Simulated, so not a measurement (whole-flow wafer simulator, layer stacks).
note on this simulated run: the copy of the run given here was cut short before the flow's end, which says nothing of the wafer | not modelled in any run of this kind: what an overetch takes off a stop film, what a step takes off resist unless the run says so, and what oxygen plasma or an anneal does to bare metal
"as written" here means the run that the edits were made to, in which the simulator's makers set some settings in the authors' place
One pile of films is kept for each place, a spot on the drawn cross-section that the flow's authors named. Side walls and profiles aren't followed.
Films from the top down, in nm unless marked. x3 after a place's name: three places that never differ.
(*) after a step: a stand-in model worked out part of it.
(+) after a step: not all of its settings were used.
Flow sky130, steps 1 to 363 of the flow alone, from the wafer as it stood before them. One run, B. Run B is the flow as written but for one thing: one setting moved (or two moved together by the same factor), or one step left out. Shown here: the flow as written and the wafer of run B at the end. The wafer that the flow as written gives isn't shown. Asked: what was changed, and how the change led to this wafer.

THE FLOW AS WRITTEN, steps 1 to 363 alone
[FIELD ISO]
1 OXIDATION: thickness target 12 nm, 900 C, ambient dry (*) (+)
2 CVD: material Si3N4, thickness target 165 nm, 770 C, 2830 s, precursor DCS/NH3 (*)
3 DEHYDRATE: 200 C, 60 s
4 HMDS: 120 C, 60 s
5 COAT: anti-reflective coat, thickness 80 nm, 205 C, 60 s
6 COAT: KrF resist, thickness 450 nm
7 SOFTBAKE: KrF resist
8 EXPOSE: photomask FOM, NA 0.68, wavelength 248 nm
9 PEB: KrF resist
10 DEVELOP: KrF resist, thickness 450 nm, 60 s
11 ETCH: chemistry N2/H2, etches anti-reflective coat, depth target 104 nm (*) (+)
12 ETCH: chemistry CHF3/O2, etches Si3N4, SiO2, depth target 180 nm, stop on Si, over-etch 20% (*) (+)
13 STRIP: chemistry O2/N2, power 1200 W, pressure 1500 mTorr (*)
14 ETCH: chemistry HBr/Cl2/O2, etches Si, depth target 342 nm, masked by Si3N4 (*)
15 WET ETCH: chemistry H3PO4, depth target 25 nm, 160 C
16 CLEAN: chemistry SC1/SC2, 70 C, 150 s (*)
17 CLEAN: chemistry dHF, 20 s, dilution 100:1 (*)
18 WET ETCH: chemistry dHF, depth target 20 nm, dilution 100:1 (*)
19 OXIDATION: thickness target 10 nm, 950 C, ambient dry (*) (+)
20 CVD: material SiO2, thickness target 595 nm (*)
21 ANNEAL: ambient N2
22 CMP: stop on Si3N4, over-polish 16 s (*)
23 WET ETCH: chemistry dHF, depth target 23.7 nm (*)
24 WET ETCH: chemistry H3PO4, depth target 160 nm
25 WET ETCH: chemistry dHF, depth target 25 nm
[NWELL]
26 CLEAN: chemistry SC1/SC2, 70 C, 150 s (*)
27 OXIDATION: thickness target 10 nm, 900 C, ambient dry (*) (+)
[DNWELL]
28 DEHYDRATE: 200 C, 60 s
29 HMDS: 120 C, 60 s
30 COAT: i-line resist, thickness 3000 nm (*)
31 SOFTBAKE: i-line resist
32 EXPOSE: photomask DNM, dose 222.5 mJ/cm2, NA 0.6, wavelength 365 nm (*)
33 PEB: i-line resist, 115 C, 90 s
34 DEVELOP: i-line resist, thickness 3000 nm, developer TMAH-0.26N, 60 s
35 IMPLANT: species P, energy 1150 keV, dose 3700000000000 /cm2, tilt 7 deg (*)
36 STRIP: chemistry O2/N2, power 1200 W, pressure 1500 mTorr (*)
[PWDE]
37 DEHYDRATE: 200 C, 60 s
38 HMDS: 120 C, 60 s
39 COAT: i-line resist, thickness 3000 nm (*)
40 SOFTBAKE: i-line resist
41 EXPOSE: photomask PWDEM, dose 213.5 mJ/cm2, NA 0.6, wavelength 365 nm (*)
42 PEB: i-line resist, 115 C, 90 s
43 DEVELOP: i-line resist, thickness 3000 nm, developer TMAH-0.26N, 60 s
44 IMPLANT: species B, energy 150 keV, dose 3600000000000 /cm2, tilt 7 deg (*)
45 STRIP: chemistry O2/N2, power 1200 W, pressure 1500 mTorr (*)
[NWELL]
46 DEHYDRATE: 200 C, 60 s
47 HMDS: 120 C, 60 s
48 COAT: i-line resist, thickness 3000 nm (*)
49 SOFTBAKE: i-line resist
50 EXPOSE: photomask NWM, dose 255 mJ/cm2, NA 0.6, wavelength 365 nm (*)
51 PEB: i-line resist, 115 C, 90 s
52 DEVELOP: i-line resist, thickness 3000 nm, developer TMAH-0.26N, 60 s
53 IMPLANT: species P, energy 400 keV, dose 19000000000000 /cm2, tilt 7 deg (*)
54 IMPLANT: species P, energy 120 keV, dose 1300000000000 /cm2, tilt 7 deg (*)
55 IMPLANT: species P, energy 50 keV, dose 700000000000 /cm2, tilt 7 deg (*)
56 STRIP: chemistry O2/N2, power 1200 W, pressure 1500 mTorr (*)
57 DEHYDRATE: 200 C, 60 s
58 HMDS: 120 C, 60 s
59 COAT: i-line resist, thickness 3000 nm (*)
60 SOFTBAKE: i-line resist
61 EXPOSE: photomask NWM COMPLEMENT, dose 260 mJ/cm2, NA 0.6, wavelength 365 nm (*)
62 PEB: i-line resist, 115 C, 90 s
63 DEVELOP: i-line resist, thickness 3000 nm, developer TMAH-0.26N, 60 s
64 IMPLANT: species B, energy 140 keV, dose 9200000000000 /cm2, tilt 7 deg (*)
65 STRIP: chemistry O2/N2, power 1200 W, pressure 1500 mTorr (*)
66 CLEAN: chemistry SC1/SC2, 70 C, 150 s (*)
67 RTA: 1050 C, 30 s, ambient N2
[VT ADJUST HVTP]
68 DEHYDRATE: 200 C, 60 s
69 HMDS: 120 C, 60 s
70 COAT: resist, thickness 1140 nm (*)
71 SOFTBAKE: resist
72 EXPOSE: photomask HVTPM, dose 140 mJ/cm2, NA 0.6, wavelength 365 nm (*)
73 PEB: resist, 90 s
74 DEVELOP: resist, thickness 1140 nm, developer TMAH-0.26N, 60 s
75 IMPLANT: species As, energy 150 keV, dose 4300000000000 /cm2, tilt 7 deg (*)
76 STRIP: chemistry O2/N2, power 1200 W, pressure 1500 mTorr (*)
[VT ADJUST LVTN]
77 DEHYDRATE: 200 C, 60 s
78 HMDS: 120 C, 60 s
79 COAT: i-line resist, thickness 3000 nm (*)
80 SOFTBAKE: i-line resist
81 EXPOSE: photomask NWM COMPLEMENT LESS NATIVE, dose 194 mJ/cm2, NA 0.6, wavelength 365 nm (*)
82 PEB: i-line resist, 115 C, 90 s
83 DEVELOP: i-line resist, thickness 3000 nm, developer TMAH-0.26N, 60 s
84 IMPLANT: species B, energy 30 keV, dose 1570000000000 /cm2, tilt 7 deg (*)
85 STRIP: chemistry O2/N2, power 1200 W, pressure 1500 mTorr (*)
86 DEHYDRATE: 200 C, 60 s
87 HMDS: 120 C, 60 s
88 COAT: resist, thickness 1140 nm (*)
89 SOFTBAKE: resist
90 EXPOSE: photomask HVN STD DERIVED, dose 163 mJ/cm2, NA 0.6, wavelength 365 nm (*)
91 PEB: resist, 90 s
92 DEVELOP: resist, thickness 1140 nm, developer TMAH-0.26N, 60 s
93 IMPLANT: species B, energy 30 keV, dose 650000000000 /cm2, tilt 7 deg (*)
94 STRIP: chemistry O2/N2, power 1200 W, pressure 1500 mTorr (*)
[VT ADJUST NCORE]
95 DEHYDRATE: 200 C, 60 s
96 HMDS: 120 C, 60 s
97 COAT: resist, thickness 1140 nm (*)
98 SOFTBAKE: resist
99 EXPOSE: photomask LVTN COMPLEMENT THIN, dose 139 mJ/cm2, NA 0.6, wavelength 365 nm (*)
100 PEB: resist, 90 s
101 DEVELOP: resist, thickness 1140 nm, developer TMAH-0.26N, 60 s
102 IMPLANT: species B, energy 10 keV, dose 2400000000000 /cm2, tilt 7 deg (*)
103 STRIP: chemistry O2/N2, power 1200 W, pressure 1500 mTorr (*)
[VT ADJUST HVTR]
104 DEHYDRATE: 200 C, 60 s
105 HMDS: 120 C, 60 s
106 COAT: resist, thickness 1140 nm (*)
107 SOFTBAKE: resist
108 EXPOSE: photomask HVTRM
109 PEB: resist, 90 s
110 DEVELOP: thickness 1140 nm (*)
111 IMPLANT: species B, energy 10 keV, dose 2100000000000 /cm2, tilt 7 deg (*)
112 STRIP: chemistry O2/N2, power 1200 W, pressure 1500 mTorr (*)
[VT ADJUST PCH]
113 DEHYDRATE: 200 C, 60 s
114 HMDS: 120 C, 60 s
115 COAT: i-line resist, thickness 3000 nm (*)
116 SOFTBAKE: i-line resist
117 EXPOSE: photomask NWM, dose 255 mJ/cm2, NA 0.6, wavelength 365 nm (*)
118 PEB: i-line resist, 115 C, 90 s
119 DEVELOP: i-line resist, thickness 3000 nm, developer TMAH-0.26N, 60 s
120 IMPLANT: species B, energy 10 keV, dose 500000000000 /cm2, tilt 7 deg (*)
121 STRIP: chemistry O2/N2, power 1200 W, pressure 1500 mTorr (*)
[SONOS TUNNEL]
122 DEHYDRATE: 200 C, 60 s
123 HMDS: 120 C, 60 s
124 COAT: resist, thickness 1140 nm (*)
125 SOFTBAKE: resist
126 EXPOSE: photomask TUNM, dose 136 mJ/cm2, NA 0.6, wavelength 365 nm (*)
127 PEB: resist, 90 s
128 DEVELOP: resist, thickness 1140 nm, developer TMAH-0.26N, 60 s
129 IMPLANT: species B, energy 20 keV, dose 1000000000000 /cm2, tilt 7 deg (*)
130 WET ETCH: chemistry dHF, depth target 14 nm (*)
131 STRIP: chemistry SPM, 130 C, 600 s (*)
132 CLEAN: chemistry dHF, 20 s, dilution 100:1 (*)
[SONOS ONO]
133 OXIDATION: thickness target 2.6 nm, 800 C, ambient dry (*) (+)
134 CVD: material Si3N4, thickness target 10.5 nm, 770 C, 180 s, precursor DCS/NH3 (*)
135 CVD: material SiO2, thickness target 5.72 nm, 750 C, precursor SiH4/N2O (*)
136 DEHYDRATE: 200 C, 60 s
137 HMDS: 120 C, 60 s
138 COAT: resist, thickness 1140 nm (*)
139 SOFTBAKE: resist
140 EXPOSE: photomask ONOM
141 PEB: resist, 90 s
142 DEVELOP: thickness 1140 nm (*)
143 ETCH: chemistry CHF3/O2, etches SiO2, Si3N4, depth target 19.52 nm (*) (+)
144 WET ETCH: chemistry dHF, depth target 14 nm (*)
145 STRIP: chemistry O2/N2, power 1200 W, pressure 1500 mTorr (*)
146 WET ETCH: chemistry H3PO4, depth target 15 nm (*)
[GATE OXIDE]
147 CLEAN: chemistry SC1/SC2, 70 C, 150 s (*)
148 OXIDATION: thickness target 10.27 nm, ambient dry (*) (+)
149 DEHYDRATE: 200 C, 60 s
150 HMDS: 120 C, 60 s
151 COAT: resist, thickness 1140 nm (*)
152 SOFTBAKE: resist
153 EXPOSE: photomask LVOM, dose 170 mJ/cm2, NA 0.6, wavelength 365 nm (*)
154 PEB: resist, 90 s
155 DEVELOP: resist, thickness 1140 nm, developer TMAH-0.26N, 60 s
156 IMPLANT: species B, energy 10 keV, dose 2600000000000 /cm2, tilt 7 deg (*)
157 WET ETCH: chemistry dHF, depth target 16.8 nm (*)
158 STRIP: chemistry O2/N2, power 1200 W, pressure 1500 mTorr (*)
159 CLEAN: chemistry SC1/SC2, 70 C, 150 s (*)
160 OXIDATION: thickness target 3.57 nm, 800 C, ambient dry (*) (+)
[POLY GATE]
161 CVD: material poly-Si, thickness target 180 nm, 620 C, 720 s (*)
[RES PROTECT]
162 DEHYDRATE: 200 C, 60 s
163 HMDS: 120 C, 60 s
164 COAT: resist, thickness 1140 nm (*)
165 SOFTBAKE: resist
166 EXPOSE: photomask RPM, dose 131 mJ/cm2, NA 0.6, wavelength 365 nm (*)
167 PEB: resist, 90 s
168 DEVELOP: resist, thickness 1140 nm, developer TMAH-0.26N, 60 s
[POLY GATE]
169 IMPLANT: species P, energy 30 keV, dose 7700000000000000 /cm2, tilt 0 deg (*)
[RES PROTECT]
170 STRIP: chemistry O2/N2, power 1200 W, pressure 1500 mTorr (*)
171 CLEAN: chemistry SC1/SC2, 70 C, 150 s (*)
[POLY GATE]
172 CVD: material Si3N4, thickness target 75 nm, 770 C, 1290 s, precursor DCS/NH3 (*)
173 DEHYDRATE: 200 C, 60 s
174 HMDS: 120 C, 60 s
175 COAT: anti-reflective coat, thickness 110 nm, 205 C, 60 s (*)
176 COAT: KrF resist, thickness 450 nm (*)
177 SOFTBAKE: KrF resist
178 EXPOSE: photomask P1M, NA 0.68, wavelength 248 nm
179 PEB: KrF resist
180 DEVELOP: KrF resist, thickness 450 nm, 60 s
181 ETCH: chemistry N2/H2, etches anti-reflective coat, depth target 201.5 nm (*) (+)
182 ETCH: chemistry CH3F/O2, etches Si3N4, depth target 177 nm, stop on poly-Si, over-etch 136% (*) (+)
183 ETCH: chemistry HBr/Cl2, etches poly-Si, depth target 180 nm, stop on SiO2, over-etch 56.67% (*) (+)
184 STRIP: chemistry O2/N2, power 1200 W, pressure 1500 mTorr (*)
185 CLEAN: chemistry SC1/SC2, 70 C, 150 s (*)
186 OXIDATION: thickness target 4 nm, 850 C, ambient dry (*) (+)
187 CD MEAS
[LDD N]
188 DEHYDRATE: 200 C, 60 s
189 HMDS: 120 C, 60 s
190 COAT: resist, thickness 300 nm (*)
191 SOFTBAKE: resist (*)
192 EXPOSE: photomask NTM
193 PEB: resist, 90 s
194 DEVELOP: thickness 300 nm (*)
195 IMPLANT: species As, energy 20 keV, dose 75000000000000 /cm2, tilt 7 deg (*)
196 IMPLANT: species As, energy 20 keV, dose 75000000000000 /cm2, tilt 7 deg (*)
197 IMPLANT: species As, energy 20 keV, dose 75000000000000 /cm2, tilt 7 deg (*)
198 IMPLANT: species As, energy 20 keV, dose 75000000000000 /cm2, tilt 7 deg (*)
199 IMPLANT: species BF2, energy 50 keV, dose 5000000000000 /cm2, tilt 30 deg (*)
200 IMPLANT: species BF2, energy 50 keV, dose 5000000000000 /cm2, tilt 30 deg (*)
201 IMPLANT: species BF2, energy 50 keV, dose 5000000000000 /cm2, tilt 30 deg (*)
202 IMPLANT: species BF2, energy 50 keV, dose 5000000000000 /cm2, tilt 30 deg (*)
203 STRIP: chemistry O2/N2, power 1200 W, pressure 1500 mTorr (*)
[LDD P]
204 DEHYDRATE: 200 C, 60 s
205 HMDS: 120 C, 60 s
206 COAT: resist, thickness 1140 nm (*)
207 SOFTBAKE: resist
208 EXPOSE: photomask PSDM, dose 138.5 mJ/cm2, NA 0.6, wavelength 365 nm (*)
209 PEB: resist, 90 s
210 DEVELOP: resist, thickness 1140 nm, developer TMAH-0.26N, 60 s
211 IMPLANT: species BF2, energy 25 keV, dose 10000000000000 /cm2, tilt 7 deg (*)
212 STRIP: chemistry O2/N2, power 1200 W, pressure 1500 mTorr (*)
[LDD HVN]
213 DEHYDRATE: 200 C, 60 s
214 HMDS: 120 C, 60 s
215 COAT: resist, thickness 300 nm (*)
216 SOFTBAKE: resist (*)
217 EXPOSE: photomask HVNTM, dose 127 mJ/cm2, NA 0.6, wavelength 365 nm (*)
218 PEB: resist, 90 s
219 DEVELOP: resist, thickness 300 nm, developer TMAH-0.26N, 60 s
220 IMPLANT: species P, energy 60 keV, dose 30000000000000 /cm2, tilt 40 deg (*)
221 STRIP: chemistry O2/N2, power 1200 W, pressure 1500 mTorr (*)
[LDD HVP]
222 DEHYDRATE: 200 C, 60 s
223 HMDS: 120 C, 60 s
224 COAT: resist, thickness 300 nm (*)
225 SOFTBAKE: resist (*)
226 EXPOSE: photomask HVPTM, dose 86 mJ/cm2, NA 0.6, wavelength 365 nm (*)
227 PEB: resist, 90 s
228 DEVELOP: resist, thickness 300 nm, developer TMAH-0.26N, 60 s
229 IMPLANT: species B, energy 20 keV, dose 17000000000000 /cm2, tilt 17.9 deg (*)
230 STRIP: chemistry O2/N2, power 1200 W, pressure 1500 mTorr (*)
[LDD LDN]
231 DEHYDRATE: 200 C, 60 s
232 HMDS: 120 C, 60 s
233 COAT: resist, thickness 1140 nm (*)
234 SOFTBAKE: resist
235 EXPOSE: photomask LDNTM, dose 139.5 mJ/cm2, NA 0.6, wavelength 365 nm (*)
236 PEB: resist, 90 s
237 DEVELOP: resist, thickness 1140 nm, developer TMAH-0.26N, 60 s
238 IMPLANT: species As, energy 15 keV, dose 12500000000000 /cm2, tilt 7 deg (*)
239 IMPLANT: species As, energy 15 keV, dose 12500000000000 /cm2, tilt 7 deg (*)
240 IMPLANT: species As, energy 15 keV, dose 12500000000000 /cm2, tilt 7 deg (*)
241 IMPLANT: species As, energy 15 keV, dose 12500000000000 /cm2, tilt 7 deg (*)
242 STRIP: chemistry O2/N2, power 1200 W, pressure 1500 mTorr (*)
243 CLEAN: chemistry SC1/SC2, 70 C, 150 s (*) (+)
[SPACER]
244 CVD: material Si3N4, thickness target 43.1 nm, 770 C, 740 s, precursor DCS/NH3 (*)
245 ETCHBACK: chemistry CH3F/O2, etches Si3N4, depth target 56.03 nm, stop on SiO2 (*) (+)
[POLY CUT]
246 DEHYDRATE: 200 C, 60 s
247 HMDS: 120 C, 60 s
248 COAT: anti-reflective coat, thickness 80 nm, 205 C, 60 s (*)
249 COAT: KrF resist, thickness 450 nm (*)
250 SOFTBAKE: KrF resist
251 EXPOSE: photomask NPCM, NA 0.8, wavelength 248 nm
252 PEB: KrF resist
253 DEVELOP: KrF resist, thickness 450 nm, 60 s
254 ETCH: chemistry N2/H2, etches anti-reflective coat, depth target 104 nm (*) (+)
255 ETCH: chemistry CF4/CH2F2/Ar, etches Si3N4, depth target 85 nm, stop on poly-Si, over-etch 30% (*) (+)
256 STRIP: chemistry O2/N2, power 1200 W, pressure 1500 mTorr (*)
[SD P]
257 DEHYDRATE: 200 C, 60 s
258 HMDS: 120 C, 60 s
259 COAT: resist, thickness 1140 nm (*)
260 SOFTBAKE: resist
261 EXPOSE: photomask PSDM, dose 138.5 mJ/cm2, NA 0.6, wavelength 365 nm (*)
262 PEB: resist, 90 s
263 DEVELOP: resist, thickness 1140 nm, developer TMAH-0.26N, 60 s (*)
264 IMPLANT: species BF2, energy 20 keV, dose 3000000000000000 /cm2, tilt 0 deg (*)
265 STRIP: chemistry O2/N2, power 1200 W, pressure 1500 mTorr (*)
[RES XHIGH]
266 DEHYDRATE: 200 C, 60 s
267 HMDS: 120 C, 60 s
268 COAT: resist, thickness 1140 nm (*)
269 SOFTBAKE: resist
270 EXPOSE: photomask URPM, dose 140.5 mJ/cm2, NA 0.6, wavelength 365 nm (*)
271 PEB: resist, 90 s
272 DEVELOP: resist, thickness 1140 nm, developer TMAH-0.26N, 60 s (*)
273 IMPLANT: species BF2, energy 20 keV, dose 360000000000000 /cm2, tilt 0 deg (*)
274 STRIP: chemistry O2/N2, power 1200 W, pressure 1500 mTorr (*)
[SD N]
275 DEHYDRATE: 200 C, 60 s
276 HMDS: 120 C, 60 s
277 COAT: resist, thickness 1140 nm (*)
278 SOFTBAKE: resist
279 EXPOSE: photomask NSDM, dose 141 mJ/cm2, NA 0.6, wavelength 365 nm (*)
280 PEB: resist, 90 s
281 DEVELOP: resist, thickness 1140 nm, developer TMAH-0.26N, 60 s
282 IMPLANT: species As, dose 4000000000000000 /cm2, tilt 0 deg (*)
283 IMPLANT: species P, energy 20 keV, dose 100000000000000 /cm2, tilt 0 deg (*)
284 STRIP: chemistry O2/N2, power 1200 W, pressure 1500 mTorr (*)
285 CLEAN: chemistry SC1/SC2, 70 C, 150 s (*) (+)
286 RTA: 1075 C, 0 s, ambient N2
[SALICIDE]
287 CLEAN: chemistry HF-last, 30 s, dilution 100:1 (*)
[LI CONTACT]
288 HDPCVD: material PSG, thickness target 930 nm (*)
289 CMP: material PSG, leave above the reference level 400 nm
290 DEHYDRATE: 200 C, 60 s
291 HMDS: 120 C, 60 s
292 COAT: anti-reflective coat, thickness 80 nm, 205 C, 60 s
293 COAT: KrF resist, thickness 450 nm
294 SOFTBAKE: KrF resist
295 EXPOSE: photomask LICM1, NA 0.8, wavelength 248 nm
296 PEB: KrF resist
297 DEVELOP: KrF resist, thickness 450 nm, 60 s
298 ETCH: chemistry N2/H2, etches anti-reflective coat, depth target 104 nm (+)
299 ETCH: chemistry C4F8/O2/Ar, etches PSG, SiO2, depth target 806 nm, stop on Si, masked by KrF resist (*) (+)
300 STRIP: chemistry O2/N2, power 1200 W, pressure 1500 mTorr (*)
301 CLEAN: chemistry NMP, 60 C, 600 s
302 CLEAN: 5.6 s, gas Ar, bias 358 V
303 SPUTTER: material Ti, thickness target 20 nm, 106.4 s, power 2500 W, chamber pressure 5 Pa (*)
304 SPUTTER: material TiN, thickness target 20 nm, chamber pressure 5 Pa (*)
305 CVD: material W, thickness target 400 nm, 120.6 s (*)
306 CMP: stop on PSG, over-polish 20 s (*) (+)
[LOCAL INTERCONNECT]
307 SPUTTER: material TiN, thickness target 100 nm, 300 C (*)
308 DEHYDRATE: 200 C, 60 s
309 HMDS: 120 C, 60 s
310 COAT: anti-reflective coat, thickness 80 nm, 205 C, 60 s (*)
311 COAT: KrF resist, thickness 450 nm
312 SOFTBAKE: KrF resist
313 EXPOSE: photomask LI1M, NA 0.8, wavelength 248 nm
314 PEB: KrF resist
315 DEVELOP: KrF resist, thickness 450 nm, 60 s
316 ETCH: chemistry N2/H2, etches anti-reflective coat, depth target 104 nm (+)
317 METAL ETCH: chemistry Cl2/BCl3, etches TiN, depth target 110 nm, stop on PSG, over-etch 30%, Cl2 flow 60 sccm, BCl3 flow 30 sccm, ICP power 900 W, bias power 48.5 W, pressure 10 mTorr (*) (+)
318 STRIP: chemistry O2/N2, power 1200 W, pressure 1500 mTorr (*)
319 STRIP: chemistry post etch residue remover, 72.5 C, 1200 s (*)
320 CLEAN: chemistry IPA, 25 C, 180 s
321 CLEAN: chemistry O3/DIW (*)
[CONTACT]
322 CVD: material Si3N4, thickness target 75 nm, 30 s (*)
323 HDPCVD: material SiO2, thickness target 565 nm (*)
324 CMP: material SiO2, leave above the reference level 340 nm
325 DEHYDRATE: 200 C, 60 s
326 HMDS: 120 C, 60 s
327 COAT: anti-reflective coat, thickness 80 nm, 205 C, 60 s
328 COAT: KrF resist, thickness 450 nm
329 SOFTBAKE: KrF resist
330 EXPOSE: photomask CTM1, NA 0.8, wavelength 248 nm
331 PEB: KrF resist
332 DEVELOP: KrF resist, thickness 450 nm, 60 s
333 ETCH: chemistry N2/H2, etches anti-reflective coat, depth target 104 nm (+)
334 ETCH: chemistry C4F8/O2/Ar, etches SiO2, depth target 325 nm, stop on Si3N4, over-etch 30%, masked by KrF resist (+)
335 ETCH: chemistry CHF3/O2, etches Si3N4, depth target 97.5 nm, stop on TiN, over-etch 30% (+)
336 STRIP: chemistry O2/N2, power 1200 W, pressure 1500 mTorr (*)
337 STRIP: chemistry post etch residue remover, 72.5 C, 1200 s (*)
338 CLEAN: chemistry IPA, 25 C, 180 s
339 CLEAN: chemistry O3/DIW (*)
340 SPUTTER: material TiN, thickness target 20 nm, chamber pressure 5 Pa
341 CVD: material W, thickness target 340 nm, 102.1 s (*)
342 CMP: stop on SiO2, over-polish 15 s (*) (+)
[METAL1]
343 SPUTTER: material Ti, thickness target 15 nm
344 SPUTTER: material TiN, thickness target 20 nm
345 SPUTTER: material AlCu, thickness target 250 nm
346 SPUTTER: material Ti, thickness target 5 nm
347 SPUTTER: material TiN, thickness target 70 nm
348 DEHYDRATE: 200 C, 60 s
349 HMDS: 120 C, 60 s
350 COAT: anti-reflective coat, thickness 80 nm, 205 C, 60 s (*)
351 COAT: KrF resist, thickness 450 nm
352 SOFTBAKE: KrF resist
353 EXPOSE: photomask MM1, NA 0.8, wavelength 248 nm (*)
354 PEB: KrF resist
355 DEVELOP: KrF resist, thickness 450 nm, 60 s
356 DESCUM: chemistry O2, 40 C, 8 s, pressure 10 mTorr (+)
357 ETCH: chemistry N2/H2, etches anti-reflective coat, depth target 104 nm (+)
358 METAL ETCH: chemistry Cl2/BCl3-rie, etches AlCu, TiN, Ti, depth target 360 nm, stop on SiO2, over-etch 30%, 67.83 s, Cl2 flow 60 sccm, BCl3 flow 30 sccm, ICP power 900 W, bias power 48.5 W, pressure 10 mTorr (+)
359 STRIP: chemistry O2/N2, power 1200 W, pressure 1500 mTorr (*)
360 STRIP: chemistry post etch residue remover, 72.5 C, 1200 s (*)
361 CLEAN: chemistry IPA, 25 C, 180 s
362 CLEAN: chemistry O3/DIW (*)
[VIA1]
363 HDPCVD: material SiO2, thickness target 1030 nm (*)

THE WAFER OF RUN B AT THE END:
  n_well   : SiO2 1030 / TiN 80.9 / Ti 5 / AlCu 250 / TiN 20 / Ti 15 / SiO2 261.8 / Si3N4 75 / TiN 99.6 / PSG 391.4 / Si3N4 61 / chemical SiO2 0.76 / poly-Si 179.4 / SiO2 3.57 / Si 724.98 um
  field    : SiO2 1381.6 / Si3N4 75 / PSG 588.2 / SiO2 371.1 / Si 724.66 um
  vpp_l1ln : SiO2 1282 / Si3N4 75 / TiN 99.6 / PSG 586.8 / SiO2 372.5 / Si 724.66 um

The cause: step 347, SPUTTER: thickness target 81.3 nm was run, where the flow has thickness target 70 nm.

How the change led to this, step by step:
  347 SPUTTER: material TiN, thickness target 70 nm
      field, active, n_well and 188 more: TiN +81.3 (new film) (as written it would be: TiN +70 (new film))
  358 METAL ETCH: chemistry Cl2/BCl3-rie, etches AlCu, TiN, Ti, depth target 360 nm, stop on SiO2, over-etch 30%, 67.83 s, Cl2 flow 60 sccm, BCl3 flow 30 sccm, ICP power 900 W, bias power 48.5 W, pressure 10 mTorr (+)
      field, active, gate and 81 more: TiN -80 (all of it), Ti -5 (all of it), AlCu -250 (all of it), TiN -20 (all of it), Ti -15 (all of it), SiO2 -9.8 (as written it would be: TiN -68.7 (all of it), Ti -5 (all of it), AlCu -250 (all of it), TiN -20 (all of it), Ti -15 (all of it), SiO2 -10.9)
